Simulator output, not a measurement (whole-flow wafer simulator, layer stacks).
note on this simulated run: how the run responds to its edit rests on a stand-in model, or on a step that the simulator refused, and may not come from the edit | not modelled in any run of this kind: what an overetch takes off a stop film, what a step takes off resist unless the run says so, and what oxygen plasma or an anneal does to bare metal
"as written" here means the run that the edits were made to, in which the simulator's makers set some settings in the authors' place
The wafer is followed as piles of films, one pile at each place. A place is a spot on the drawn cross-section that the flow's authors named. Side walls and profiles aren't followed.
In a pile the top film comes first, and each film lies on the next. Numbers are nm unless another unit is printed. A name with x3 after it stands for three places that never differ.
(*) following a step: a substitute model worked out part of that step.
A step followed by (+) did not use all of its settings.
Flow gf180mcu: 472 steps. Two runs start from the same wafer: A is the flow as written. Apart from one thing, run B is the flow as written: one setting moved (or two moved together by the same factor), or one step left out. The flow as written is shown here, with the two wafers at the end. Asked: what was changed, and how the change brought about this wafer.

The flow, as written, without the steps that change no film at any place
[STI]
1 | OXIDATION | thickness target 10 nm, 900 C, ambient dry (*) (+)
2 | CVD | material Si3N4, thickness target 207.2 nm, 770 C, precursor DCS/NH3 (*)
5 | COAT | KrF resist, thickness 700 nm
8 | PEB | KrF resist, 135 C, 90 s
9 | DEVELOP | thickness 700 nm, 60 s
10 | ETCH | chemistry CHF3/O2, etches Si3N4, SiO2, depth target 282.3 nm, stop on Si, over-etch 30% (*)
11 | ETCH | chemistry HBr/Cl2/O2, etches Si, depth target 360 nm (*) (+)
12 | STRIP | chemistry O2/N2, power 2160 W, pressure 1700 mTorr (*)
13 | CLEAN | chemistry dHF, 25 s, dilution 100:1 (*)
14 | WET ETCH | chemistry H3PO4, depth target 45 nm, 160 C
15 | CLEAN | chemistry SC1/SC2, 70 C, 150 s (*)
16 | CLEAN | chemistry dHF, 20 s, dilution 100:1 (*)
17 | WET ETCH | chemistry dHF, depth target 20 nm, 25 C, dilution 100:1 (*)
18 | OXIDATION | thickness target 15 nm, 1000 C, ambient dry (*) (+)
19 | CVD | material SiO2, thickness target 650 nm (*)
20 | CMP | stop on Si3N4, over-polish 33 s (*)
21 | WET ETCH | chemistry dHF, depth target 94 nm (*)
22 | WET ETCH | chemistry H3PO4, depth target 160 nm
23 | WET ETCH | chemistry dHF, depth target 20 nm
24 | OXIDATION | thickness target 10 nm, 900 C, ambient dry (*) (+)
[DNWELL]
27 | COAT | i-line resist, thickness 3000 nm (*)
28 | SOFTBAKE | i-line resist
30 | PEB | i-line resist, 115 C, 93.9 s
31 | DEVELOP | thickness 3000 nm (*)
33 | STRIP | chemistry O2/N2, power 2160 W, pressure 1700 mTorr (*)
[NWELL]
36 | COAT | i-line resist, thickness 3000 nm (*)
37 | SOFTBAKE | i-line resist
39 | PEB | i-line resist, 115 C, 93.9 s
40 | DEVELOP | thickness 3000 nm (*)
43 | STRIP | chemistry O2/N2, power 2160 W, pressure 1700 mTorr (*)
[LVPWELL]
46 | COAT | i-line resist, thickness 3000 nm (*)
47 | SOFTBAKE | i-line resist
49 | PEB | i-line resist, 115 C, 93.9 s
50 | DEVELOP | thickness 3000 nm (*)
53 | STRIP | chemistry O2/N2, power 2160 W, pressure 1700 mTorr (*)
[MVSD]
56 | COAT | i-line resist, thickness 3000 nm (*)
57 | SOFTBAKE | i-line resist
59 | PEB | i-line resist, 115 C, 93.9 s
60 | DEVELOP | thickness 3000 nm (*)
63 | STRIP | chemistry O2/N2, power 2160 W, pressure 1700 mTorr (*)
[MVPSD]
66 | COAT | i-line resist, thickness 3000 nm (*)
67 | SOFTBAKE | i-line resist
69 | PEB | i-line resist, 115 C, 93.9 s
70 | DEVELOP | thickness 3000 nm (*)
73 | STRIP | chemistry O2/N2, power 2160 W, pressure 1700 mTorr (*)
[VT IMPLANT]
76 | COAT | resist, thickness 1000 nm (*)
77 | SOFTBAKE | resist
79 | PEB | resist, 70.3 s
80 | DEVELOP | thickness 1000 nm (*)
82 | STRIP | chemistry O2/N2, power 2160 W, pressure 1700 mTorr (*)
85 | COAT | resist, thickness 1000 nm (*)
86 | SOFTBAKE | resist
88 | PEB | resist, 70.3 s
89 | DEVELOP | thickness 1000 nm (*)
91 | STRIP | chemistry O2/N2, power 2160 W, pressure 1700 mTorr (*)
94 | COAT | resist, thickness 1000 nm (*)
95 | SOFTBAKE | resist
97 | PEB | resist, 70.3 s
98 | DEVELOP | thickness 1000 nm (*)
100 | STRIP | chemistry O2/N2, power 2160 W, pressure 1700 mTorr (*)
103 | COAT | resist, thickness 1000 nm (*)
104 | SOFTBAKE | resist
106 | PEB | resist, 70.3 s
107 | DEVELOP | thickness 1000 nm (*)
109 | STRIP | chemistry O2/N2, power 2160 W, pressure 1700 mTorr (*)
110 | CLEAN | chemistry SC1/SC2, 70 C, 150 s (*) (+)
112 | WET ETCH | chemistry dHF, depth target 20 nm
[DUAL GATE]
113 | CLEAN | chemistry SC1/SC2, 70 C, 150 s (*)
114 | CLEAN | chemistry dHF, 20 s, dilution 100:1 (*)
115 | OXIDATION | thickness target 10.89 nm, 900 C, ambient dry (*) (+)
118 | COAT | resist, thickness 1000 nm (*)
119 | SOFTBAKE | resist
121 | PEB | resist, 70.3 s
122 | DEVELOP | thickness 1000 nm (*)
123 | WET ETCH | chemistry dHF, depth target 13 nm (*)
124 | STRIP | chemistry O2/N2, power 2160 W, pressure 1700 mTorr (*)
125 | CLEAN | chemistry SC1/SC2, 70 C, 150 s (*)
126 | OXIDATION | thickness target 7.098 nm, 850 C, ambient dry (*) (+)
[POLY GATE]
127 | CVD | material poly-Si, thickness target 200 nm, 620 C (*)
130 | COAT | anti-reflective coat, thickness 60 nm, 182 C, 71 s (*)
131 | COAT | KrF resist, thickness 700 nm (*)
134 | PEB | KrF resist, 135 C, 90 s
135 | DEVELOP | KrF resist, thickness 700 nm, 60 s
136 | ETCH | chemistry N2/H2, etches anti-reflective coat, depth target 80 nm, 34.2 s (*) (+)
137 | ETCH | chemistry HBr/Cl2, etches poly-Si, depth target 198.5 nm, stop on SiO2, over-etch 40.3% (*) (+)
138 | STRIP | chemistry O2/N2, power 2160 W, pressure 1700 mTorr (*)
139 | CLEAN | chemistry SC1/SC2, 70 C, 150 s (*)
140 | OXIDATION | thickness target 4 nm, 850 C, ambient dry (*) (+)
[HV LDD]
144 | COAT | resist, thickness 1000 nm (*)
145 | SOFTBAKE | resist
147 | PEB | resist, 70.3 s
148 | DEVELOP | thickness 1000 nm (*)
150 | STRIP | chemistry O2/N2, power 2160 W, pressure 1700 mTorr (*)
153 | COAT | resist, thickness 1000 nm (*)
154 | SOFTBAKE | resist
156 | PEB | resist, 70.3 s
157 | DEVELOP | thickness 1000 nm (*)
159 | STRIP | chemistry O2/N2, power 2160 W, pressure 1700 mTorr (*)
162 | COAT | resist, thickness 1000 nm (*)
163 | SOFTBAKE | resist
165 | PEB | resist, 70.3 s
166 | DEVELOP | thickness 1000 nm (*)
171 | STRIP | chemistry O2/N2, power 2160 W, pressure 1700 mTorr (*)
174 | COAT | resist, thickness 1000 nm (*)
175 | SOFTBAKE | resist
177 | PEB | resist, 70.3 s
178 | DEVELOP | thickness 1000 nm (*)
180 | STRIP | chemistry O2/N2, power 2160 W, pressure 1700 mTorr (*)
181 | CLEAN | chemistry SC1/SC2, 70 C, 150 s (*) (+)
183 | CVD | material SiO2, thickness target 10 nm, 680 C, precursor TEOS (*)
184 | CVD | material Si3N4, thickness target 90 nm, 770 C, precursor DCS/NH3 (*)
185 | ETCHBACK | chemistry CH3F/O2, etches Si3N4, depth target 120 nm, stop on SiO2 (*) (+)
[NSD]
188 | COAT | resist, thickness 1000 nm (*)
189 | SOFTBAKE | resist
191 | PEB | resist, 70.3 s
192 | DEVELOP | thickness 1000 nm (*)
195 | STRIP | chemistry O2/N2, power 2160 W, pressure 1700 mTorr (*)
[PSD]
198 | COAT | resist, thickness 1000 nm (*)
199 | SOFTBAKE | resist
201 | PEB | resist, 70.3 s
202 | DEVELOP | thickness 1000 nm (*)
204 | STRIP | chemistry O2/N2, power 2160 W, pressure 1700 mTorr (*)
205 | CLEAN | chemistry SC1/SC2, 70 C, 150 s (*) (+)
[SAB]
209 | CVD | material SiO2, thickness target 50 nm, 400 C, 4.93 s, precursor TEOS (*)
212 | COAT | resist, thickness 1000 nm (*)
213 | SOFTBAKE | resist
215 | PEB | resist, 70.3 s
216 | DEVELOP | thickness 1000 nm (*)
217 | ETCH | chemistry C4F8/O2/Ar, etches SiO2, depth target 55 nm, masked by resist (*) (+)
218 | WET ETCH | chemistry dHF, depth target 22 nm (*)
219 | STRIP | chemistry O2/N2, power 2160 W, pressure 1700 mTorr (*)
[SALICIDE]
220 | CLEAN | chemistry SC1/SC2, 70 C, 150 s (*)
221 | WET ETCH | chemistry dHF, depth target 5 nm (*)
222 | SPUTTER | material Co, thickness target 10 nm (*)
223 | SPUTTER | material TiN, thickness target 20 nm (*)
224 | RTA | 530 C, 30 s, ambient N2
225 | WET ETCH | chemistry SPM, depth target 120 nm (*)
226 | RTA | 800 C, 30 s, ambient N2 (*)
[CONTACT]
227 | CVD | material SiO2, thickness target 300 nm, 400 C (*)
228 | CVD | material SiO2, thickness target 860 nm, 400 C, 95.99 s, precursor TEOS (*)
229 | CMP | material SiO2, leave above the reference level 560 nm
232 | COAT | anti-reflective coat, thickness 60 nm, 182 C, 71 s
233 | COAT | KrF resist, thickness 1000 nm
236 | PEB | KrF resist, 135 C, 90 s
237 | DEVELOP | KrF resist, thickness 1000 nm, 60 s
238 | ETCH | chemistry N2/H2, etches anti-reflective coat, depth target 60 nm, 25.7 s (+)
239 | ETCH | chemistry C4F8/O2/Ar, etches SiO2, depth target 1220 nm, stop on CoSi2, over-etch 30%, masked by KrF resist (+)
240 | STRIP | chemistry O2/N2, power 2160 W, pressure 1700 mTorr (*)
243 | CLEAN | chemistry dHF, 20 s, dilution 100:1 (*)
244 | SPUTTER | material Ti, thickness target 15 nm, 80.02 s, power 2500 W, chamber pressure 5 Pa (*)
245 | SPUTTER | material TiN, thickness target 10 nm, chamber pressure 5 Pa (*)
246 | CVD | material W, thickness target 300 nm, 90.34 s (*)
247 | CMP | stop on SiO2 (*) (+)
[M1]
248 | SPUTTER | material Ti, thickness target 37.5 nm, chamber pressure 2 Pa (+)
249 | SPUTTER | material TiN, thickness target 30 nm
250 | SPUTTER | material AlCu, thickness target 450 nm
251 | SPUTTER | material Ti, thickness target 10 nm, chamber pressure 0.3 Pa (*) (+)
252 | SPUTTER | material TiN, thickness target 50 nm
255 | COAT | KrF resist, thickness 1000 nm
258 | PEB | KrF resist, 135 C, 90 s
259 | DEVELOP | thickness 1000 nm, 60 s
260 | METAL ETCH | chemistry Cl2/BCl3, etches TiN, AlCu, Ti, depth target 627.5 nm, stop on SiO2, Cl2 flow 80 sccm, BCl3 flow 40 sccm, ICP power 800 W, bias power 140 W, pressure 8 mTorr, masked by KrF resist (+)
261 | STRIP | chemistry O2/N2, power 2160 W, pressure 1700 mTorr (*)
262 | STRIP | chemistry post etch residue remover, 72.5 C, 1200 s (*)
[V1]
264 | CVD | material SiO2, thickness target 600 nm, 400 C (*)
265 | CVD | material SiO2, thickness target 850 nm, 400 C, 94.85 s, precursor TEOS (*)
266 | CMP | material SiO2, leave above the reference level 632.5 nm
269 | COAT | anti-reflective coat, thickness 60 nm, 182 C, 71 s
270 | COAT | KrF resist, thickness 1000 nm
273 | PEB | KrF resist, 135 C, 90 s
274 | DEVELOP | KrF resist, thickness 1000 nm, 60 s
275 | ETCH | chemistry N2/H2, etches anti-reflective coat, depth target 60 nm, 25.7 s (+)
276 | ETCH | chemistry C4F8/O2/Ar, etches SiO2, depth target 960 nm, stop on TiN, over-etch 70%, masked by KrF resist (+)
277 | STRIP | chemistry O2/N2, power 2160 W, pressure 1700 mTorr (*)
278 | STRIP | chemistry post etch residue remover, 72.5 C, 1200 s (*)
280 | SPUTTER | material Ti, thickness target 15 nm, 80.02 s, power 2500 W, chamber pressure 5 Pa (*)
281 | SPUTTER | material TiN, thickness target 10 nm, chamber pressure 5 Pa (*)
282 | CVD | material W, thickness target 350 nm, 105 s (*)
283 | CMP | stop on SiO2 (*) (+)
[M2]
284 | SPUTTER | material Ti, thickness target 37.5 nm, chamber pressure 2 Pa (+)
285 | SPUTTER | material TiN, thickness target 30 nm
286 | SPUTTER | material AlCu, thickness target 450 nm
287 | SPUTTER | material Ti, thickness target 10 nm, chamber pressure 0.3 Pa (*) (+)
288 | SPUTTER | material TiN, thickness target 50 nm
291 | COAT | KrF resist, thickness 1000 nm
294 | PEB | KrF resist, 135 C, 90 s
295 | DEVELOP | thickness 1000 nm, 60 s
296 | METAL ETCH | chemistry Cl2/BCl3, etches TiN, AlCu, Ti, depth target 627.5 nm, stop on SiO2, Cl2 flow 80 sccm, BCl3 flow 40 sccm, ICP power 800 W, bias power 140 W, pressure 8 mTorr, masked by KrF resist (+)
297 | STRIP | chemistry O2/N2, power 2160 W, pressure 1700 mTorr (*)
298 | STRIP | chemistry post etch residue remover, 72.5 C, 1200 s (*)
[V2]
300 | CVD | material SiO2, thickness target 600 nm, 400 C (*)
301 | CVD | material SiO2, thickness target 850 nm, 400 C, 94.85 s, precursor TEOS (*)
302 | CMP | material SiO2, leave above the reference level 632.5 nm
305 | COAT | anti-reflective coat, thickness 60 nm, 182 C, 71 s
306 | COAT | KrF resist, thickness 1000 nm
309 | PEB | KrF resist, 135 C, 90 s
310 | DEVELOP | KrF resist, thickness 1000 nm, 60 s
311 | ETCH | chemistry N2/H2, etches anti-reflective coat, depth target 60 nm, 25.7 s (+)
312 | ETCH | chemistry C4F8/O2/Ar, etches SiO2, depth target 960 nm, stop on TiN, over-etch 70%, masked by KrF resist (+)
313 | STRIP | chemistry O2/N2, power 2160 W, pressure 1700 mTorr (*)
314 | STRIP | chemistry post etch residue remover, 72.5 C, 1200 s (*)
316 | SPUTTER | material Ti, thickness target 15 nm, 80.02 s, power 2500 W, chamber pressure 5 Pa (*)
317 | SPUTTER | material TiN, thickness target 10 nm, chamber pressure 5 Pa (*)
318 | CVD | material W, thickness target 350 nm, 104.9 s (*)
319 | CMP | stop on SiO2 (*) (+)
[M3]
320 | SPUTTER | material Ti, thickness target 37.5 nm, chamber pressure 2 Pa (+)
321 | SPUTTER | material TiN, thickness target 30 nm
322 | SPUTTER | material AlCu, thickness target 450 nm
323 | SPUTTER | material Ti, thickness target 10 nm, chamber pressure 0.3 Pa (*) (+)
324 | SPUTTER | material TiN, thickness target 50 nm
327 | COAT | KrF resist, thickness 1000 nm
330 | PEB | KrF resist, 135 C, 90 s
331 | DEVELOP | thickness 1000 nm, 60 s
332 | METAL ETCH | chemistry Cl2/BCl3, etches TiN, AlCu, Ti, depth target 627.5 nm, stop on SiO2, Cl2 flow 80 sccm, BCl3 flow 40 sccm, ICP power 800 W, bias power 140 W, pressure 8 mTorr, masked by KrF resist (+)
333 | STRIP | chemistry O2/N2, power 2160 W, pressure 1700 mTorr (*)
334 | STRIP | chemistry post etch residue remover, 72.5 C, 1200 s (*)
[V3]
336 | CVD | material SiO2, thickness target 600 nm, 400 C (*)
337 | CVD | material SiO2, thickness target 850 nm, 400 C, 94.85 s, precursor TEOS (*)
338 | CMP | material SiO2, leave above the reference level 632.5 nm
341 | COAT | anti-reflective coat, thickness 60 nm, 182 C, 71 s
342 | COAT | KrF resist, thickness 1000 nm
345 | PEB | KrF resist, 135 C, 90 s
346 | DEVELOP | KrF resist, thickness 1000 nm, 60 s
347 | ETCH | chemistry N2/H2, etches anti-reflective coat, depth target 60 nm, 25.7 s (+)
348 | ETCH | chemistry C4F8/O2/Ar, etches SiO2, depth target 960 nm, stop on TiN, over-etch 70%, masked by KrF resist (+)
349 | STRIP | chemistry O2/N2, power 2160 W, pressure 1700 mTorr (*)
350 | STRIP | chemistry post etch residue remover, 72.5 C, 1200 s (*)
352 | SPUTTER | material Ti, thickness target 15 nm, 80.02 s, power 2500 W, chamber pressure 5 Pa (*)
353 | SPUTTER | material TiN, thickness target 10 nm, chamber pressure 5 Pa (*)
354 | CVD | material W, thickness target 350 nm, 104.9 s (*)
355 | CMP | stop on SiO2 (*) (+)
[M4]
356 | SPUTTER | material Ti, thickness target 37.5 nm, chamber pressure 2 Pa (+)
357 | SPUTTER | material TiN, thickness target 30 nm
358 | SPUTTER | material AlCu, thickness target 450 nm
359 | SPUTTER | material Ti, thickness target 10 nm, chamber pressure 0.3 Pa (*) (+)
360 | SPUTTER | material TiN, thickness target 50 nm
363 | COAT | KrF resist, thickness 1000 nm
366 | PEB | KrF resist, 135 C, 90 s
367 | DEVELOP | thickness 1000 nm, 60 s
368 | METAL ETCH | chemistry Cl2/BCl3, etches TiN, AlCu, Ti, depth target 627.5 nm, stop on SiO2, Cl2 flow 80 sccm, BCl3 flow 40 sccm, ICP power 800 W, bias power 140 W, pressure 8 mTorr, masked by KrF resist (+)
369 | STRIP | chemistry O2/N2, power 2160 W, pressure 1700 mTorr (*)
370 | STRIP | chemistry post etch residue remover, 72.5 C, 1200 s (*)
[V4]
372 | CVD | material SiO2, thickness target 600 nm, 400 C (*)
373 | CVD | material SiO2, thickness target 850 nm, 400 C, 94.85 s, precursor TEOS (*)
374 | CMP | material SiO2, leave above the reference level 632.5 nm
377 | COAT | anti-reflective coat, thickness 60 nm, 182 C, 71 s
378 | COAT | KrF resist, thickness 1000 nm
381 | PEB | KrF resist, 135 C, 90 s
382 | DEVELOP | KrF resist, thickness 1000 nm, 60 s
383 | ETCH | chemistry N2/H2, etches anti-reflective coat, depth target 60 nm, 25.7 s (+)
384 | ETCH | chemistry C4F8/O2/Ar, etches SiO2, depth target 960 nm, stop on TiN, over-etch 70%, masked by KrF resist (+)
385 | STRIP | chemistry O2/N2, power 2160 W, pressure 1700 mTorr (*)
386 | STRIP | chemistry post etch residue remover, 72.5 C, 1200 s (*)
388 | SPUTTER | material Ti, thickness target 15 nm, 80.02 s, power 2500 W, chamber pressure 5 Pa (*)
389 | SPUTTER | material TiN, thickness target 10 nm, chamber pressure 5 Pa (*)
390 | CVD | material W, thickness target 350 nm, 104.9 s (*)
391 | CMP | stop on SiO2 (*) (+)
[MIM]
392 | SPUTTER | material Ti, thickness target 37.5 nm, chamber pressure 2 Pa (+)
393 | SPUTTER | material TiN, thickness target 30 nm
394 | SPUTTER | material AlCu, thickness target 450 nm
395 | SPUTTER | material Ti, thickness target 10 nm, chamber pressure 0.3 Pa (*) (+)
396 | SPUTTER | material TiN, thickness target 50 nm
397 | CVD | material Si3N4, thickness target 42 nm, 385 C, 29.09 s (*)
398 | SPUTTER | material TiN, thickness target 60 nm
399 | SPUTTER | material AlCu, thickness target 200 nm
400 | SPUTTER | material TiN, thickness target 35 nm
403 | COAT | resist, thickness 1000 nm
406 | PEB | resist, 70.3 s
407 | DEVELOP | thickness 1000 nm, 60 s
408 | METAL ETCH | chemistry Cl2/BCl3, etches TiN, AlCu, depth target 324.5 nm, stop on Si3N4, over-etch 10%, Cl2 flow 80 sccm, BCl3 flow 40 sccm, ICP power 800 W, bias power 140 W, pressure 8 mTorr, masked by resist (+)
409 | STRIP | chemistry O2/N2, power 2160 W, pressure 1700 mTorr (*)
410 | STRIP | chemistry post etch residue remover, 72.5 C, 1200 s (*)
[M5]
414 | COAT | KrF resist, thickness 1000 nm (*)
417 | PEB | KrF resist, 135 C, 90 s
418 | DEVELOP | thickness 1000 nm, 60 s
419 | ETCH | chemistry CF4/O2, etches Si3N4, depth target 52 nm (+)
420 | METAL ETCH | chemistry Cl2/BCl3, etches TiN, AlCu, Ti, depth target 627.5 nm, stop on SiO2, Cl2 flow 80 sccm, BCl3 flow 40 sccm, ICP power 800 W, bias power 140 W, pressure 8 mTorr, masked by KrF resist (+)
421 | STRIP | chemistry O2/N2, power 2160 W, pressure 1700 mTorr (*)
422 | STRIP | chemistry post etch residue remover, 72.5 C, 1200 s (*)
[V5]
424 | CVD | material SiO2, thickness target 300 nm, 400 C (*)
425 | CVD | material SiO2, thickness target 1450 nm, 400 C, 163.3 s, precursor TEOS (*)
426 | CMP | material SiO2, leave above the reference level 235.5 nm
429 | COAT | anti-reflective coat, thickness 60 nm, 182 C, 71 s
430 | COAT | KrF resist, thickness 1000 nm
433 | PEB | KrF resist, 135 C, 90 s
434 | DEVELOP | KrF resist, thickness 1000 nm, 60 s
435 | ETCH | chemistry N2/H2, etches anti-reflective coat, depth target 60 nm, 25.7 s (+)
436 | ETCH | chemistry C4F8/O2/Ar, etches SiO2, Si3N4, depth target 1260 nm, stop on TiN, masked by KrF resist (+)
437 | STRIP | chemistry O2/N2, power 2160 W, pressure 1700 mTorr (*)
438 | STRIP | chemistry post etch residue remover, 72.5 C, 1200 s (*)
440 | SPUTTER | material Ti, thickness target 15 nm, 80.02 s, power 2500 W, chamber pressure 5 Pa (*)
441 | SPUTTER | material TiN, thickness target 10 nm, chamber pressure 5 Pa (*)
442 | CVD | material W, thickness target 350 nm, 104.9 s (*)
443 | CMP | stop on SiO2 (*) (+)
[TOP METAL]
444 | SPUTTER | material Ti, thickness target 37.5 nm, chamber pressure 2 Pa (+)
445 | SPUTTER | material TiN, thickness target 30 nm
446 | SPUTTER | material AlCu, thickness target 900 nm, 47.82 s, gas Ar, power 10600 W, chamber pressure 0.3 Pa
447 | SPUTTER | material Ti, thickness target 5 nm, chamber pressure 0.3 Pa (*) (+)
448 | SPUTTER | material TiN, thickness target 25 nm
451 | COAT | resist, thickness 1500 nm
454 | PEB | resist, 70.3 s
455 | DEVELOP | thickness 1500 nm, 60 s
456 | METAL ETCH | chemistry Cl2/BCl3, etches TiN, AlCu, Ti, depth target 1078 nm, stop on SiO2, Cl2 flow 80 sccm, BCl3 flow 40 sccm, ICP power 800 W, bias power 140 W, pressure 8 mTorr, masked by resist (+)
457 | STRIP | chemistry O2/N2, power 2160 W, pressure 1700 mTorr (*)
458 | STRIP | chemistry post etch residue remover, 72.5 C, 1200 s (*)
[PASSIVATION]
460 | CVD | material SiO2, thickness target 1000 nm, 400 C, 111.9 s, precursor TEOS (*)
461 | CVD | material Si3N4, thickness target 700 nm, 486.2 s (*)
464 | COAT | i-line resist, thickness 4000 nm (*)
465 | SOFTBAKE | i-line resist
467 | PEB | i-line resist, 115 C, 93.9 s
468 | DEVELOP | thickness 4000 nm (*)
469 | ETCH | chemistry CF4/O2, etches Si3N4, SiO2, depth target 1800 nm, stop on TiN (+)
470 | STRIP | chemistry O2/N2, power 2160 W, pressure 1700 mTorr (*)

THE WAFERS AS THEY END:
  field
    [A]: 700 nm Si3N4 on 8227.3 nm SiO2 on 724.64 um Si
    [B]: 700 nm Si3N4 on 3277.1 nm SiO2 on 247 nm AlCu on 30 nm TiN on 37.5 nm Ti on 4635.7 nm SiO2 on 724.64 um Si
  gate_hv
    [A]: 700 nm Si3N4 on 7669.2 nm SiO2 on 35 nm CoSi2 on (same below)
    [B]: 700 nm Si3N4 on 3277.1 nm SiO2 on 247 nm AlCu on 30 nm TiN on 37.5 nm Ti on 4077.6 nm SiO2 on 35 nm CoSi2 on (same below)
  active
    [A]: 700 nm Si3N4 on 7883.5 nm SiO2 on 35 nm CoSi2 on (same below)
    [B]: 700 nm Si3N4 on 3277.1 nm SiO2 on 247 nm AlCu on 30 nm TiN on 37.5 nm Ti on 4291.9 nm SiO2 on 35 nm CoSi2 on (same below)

What caused this: step 368, METAL ETCH: depth target 257.3 nm was run, while the flow as written has depth target 627.5 nm.

Step by step, how the change led to this:
  368 | METAL ETCH | chemistry Cl2/BCl3, etches TiN, AlCu, Ti, depth target 627.5 nm, stop on SiO2, Cl2 flow 80 sccm, BCl3 flow 40 sccm, ICP power 800 W, bias power 140 W, pressure 8 mTorr, masked by KrF resist (+)
      field, field__w1, field__w2 and 103 more: A -50 TiN (all of it), -10 Ti (all of it), -450 AlCu (all of it), -30 TiN (all of it), -37.5 Ti (all of it) | B -50 TiN (all of it), -10 Ti (all of it), -197.3 AlCu
      field__w8, contact, m1, m1__w1, m1_nw: A -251 KrF resist | B -102.9 KrF resist
  369 | STRIP | chemistry O2/N2, power 2160 W, pressure 1700 mTorr (*)
      field__w8, contact, m1, m1__w1, m1_nw: A -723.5 KrF resist (all of it) | B -871.6 KrF resist (all of it)
  370 | STRIP | chemistry post etch residue remover, 72.5 C, 1200 s (*)
      field, field__w1, field__w2 and 103 more: A nothing | B -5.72 AlCu
  372 | CVD | material SiO2, thickness target 600 nm, 400 C (*)
      field, field__w1, field__w2 and 103 more: A +600 SiO2 | B +600 SiO2 (new film)
  374 | CMP | material SiO2, leave above the reference level 632.5 nm
      field, field__w1, field__w2 and 103 more: A -300 SiO2 | B -614.5 SiO2
If metal films that touch count as one body, field has 1 body; the flow as written gives 0 bodies.
If metal films that touch count as one body, gate_hv has 2 bodies (between them, from the top down: SiO2 4077.6); the flow as written gives 1 body.
If metal films that touch count as one body, active has 2 bodies (between them, from the top down: SiO2 4291.9); the flow as written gives 1 body.
